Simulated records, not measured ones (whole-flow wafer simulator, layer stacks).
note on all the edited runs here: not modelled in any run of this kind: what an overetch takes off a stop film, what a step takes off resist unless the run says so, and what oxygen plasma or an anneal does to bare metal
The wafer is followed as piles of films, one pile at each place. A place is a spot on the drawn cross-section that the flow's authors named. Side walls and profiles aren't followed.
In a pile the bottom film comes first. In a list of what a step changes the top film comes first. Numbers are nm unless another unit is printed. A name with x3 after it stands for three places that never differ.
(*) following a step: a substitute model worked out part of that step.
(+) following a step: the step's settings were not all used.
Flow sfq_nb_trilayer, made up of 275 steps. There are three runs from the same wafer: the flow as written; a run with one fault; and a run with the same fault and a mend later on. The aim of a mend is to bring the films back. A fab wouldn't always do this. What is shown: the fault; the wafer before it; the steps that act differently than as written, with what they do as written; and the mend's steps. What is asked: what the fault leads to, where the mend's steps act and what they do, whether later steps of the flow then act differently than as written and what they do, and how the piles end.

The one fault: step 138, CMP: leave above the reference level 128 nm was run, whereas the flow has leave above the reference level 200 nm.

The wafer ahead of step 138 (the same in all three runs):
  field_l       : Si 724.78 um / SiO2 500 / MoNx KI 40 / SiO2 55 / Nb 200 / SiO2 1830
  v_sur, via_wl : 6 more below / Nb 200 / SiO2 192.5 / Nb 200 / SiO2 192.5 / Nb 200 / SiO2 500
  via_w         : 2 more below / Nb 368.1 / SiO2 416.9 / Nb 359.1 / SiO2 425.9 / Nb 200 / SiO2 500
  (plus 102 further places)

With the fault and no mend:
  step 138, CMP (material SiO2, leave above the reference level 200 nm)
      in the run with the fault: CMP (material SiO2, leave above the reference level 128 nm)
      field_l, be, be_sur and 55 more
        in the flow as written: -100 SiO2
        in the run with the fault: -172 SiO2
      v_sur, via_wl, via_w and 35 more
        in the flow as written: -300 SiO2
        in the run with the fault: -372 SiO2
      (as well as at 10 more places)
  Steps further on in the flow that do not act as written (4 other steps are not shown; they differ only slightly, by no more than 2% or 0.5 nm, whichever is larger):
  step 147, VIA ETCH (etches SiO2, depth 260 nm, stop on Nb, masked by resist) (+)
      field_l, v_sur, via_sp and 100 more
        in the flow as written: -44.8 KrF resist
        in the run with the fault: -33.1 KrF resist
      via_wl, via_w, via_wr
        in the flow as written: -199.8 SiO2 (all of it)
        in the run with the fault: -127.8 SiO2 (all of it)
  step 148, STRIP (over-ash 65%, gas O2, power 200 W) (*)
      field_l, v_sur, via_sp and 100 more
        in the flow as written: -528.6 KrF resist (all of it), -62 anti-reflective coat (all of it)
        in the run with the fault: -540.4 KrF resist (all of it), -62 anti-reflective coat (all of it)
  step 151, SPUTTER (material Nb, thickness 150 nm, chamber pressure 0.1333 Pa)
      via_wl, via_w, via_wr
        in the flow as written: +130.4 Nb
        in the run with the fault: +138.8 Nb
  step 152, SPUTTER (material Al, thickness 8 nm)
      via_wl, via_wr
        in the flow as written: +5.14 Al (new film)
        in the run with the fault: +6 Al (new film)
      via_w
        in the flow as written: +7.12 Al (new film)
        in the run with the fault: +7.78 Al (new film)
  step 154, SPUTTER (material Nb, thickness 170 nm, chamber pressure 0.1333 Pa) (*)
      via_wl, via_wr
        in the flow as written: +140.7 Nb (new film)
        in the run with the fault: +123 Nb (new film)
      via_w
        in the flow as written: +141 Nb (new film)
        in the run with the fault: +165.6 Nb (new film)
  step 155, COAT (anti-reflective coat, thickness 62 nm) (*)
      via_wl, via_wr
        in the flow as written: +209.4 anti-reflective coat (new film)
        in the run with the fault: +188.1 anti-reflective coat (new film)
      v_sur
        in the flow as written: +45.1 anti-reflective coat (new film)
        in the run with the fault: +48.6 anti-reflective coat (new film)
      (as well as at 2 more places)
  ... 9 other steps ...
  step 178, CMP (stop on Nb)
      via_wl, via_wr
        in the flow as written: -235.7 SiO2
        in the run with the fault: -315.9 SiO2
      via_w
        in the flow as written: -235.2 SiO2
        in the run with the fault: -315.4 SiO2
  By the end, the piles at field_l, v_sur, via_wl and 103 more depart from the flow's by more than 2% or 0.5 nm, whichever is larger.
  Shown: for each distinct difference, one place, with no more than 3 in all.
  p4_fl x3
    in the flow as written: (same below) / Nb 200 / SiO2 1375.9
    in the run with the fault: (same below) / Nb 200 / SiO2 1303.9
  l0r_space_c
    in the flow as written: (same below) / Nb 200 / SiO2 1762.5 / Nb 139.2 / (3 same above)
    in the run with the fault: (same below) / Nb 200 / SiO2 1690.5 / Nb 139.2 / (3 same above)
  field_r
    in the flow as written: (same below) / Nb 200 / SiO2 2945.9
    in the run with the fault: (same below) / Nb 200 / SiO2 2873.9

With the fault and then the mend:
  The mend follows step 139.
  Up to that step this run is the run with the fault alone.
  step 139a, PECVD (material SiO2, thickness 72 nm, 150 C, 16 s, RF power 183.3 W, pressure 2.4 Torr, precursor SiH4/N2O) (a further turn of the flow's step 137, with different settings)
      field_l, v_sur, via_wl and 103 more
        +72 SiO2
  Every later step of the flow that is run acts as written at every place that is followed.
  At every place that both follow, the piles at the end match the flow's.
